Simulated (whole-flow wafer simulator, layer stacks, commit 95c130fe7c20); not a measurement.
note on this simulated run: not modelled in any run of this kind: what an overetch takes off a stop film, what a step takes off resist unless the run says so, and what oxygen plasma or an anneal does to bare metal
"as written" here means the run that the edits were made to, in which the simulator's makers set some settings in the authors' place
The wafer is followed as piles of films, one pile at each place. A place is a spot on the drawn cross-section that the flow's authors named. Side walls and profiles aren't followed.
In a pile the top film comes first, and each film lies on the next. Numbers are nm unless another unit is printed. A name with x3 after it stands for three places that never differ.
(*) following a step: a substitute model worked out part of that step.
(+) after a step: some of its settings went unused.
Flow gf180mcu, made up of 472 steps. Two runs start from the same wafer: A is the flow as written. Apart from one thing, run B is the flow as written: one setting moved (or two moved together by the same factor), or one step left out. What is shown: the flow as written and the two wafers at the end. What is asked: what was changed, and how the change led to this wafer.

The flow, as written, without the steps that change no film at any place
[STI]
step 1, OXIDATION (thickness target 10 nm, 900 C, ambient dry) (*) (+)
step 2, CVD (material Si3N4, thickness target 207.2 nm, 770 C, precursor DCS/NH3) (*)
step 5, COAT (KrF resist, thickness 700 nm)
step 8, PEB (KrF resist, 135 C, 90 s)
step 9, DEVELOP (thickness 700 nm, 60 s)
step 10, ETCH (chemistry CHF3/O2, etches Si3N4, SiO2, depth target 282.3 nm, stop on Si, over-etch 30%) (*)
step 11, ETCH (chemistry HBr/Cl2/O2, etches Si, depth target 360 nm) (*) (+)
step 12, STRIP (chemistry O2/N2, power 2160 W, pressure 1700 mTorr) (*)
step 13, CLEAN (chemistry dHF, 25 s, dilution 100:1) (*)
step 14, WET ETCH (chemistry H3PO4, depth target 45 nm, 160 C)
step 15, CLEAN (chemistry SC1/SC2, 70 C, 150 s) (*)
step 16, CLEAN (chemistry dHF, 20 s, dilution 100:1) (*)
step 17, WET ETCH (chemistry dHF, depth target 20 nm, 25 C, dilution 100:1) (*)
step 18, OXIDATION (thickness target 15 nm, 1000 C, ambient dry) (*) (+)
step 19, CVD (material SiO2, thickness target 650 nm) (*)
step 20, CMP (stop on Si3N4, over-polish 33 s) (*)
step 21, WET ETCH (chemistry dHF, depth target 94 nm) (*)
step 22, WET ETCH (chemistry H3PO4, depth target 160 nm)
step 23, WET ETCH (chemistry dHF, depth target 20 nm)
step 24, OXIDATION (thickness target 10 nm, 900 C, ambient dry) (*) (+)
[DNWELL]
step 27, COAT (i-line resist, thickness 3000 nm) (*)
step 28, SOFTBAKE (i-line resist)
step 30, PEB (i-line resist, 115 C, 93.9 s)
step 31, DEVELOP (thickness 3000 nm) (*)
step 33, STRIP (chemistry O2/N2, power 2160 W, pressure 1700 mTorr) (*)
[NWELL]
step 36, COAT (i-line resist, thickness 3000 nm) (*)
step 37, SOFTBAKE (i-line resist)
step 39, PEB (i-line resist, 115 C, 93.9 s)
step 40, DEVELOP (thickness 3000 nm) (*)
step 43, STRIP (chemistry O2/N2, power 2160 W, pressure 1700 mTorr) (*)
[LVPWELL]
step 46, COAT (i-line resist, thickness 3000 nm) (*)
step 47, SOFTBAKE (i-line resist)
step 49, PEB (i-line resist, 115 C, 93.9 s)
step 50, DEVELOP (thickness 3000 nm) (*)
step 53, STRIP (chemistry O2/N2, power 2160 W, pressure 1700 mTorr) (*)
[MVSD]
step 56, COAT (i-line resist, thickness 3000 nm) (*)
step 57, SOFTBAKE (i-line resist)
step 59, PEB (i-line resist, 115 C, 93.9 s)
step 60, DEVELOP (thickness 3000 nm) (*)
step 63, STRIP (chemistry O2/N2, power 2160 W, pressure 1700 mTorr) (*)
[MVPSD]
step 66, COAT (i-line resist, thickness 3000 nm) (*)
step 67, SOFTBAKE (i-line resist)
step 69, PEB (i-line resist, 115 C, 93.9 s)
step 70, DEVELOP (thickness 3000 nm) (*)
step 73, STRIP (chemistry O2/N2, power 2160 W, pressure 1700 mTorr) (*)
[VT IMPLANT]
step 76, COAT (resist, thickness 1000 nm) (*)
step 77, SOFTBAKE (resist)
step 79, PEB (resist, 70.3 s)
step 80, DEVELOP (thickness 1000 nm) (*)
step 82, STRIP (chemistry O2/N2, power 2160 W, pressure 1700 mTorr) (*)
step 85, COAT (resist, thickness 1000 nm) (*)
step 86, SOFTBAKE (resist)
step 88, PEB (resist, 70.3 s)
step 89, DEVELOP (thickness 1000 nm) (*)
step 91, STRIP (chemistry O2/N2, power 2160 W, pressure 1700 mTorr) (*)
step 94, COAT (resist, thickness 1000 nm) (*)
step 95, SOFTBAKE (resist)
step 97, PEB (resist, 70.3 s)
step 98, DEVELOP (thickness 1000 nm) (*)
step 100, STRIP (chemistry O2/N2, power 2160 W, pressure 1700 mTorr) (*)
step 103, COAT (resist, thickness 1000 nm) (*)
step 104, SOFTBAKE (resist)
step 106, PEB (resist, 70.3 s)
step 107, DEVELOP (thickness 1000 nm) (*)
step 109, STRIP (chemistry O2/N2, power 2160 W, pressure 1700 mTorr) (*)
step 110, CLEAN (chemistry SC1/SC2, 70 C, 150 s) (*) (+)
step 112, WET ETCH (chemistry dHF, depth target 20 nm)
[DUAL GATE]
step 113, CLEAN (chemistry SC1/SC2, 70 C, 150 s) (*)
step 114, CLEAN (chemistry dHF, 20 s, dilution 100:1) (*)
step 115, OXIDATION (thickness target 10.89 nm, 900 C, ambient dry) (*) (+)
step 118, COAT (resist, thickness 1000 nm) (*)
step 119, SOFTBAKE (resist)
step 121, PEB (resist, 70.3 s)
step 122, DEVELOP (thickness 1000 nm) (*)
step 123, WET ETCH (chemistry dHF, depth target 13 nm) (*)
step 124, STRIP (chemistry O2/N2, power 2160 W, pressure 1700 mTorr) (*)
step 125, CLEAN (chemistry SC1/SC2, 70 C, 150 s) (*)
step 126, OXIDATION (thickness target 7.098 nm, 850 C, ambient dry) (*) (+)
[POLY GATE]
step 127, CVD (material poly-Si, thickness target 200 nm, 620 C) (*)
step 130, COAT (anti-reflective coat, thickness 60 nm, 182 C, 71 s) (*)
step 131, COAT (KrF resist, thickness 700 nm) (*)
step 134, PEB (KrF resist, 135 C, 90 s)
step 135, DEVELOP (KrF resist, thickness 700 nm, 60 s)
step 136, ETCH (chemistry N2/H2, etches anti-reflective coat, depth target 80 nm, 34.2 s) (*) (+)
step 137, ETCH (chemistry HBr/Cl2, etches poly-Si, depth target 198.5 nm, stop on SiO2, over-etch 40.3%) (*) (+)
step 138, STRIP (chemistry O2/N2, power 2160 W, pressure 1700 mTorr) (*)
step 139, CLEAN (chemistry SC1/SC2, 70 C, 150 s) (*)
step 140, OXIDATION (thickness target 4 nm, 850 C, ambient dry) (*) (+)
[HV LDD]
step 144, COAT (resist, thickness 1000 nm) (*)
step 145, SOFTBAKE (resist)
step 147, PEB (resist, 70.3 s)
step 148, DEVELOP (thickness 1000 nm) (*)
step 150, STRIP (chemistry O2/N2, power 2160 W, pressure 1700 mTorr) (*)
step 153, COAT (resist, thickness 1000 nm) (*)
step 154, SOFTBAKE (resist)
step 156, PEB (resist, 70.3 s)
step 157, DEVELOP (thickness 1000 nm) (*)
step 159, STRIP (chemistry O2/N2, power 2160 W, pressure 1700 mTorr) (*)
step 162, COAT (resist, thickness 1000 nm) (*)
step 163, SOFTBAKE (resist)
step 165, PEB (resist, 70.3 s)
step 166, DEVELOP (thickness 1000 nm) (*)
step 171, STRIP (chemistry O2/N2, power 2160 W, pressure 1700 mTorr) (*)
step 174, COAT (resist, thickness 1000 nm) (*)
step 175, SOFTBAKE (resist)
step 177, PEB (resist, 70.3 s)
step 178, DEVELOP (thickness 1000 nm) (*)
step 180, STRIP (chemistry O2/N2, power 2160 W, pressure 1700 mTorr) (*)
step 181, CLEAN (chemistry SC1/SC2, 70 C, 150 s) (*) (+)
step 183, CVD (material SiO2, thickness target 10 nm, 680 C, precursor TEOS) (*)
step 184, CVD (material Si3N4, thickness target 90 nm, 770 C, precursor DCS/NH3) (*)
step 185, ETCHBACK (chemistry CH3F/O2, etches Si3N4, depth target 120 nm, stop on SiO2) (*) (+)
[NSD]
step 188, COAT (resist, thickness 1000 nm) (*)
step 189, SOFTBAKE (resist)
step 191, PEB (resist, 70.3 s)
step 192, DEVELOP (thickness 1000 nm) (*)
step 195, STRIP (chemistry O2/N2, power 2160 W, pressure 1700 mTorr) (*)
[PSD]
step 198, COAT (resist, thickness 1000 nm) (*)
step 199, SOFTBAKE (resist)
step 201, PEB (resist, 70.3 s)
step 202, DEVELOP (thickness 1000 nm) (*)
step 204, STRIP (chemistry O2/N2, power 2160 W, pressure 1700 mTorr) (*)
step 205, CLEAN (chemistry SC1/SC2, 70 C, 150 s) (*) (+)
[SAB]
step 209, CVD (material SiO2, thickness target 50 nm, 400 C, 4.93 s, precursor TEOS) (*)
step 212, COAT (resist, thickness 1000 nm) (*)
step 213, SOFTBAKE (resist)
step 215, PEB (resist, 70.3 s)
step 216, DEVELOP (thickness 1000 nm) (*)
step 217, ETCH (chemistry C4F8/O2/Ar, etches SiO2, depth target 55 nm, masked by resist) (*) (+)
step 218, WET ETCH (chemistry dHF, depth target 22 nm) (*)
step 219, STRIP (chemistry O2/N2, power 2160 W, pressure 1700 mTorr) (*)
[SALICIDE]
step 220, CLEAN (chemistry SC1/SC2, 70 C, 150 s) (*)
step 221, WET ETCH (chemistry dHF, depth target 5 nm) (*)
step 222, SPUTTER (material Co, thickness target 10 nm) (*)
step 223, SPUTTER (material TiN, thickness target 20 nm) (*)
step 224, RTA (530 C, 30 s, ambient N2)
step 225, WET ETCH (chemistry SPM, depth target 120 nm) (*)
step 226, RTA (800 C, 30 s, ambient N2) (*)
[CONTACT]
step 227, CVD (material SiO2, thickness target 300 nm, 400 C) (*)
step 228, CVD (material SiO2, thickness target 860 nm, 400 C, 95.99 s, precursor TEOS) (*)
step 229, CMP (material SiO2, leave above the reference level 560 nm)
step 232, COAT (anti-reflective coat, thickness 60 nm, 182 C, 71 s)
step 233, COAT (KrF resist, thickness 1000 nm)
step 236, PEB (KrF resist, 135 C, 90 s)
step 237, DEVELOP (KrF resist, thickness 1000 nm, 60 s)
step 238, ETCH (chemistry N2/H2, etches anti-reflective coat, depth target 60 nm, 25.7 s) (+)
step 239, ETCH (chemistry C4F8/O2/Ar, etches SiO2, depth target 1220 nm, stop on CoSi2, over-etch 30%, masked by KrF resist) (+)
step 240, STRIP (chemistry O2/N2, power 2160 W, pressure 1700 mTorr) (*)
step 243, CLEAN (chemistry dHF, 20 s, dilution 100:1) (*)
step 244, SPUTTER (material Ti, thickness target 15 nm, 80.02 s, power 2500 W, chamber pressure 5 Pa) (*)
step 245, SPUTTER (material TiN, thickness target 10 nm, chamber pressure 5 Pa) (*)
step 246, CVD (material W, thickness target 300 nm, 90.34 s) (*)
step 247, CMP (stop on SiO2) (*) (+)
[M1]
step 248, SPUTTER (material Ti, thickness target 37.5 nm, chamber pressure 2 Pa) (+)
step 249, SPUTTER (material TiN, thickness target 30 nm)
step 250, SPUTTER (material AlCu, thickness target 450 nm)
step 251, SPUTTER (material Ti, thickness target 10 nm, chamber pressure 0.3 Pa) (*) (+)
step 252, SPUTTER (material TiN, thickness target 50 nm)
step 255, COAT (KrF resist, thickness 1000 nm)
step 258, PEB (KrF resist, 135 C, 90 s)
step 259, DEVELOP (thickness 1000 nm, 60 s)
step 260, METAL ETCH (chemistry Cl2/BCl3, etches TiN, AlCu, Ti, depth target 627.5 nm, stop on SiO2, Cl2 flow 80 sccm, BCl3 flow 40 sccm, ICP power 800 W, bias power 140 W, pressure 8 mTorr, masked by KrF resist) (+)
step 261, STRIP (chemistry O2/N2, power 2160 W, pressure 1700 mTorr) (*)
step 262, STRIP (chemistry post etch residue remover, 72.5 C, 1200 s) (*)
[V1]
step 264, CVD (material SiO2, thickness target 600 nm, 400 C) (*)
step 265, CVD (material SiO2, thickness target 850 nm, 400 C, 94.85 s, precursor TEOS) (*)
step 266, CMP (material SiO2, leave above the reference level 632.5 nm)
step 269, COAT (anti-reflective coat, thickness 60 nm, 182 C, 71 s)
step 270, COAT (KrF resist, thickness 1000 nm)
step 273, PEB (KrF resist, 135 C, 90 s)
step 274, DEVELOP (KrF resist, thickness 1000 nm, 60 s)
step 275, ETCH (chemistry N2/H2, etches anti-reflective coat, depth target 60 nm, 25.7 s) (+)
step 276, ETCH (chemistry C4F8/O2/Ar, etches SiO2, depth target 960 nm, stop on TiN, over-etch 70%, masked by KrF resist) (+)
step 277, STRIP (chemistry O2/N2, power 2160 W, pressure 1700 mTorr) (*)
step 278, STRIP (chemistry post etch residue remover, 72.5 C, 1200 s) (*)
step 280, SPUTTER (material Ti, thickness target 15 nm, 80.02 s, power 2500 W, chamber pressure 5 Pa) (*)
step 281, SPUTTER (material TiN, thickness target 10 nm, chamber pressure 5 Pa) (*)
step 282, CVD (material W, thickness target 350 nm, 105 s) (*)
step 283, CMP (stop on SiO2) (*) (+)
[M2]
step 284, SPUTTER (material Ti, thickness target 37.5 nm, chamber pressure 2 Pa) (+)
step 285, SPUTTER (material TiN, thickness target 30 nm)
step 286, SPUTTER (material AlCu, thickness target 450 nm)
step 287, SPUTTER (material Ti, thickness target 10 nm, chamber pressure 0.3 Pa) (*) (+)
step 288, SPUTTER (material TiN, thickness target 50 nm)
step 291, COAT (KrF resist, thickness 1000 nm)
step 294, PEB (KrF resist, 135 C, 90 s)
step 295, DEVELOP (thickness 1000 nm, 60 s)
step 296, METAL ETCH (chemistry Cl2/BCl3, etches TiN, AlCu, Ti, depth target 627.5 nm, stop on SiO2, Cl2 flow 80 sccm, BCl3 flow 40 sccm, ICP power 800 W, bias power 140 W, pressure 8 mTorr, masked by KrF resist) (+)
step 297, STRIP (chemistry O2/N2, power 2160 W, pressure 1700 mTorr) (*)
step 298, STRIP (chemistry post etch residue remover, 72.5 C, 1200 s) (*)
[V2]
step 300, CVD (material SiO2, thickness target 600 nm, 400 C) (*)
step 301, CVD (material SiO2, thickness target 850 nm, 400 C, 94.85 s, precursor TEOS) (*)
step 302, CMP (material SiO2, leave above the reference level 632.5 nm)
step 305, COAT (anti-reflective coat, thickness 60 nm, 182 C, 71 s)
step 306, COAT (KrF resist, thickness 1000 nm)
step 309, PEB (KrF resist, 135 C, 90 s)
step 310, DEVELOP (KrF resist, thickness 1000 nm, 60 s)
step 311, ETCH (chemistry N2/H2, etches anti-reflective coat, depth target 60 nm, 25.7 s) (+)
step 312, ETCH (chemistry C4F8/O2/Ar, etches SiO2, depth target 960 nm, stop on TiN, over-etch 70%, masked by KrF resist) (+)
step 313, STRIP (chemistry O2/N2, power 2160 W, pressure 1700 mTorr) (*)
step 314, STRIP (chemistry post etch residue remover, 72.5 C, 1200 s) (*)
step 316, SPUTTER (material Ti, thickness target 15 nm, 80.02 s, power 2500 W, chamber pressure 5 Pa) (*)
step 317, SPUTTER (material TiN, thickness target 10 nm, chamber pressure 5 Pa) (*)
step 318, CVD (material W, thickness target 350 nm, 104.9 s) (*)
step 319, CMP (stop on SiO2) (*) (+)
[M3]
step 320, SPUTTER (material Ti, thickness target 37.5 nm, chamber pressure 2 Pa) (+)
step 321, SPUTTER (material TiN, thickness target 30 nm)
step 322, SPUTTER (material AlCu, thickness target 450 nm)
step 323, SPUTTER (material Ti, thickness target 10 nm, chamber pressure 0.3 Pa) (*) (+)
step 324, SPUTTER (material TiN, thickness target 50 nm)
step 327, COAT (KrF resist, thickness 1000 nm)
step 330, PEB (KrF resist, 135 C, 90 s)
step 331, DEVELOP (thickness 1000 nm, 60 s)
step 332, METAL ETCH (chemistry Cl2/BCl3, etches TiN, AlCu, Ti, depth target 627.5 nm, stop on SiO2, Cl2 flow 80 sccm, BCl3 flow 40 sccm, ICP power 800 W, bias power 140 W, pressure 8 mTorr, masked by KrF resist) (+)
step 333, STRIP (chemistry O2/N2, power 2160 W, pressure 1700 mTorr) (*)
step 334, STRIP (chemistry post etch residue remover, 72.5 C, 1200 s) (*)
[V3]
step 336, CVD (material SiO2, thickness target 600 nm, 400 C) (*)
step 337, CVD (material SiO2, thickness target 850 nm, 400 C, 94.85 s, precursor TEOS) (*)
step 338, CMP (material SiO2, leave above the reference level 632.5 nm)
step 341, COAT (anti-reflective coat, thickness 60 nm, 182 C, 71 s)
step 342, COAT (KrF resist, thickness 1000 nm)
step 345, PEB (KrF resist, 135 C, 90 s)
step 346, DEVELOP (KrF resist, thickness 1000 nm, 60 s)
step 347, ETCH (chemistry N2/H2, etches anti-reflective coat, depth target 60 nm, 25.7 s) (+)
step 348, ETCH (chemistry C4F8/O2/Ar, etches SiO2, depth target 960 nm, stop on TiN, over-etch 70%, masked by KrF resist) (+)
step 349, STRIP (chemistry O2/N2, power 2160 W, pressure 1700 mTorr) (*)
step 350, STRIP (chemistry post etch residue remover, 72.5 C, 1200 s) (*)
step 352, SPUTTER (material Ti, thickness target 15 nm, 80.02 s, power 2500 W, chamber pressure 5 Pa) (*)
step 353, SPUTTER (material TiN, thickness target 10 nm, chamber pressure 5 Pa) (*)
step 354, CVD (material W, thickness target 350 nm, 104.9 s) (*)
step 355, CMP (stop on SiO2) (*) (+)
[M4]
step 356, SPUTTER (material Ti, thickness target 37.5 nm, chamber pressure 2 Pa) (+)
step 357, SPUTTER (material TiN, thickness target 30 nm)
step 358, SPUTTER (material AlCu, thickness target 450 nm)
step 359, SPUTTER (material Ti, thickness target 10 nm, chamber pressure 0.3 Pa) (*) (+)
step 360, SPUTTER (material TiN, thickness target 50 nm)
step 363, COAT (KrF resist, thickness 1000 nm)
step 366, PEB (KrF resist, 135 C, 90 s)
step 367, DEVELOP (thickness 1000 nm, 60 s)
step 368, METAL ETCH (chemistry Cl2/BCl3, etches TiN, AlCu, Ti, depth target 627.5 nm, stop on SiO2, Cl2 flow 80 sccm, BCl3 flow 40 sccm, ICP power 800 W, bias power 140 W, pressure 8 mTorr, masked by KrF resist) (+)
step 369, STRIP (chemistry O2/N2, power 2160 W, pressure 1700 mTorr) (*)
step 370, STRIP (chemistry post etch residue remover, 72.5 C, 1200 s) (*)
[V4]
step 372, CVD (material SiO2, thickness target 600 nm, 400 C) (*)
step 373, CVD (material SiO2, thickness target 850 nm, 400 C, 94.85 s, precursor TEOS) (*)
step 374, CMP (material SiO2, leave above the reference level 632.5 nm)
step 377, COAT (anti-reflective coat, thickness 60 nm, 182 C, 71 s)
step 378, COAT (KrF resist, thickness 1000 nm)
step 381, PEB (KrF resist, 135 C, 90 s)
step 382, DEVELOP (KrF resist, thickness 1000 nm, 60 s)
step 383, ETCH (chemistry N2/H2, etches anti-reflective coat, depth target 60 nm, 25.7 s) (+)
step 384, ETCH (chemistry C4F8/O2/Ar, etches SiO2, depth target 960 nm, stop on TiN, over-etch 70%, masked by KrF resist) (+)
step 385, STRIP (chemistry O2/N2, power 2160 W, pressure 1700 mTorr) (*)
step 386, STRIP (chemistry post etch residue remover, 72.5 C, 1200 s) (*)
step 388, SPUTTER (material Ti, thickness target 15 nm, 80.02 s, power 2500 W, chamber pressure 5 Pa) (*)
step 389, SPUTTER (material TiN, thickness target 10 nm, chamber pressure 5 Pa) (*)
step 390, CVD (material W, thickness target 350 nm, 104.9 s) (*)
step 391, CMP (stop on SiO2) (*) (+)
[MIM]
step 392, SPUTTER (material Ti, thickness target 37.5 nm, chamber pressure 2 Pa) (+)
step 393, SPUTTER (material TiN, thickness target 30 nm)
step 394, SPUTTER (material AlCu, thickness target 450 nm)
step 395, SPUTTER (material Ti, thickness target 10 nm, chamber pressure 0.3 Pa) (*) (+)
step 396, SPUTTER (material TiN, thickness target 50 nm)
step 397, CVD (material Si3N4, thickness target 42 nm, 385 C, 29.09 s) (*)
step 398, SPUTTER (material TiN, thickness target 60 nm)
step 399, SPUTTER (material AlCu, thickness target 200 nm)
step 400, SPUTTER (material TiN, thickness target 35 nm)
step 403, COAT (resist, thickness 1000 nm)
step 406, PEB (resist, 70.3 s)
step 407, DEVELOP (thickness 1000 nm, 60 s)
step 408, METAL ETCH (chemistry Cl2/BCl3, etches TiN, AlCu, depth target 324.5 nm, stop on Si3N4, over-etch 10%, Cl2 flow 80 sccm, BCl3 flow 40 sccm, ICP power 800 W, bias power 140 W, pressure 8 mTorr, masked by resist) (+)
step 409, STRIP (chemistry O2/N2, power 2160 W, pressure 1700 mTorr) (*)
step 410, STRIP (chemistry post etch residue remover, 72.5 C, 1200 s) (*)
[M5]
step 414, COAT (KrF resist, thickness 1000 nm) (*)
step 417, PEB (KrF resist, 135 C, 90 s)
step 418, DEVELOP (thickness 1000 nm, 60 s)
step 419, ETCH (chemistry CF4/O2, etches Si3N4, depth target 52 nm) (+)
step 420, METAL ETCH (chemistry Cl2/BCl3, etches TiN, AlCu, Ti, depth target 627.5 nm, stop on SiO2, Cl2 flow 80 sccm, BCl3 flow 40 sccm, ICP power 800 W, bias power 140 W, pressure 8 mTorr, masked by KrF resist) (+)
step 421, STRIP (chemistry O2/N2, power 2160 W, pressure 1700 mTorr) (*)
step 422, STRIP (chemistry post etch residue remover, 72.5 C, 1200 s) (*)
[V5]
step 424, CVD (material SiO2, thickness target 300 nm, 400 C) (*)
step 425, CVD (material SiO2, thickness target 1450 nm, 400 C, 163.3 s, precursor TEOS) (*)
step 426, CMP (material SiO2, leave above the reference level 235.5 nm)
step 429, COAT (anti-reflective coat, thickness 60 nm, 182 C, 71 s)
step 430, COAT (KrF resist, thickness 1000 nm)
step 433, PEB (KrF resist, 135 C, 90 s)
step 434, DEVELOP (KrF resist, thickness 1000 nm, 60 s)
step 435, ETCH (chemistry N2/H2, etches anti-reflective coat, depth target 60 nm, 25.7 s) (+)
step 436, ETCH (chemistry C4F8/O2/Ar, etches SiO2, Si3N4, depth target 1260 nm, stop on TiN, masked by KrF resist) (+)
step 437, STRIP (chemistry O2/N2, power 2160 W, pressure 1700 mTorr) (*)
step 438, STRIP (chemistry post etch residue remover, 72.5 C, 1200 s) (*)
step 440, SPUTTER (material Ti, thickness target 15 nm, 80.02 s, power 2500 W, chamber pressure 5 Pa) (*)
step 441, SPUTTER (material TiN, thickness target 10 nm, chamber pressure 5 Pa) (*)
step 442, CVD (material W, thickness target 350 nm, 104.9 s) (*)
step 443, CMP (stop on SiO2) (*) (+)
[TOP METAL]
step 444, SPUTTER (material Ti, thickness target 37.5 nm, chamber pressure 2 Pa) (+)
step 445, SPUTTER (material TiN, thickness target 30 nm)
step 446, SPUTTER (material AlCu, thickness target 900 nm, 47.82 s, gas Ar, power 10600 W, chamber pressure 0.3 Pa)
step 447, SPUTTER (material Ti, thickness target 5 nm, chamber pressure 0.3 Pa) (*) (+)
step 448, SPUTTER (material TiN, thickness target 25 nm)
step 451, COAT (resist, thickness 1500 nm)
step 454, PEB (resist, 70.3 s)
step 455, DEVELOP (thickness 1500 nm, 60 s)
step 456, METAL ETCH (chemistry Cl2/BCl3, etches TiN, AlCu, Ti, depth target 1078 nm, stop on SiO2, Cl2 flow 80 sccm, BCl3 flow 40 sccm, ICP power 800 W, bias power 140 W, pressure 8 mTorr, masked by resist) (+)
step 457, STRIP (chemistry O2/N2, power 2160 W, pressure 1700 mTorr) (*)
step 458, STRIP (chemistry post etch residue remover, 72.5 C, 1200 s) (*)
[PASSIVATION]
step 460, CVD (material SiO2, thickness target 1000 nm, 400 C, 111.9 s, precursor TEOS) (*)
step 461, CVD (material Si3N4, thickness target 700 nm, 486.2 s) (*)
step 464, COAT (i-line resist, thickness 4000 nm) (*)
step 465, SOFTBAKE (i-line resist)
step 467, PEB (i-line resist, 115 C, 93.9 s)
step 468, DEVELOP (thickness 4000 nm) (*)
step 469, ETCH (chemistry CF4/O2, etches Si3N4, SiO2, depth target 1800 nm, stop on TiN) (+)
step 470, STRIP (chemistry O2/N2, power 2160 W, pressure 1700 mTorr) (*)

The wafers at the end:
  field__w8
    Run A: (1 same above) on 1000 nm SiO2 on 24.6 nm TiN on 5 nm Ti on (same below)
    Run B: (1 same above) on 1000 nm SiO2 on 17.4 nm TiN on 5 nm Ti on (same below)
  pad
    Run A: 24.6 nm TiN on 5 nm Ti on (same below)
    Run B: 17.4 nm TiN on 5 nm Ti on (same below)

Cause: step 448, SPUTTER: thickness target 17.8 nm was run, while the flow as written has thickness target 25 nm.

The path from the change to this, step by step:
  step 448, SPUTTER (material TiN, thickness target 25 nm)
      field, field__w1, field__w2 and 109 more: A +25 TiN (new film) | B +17.8 TiN (new film)
  step 456, METAL ETCH (chemistry Cl2/BCl3, etches TiN, AlCu, Ti, depth target 1078 nm, stop on SiO2, Cl2 flow 80 sccm, BCl3 flow 40 sccm, ICP power 800 W, bias power 140 W, pressure 8 mTorr, masked by resist) (+)
      field, field__w1, field__w2 and 103 more: A -25 TiN (all of it), -5 Ti (all of it), -900 AlCu (all of it), -30 TiN (all of it), -37.5 Ti (all of it) | B -17.8 TiN (all of it), -5 Ti (all of it), -900 AlCu (all of it), -30 TiN (all of it), -37.5 Ti (all of it)
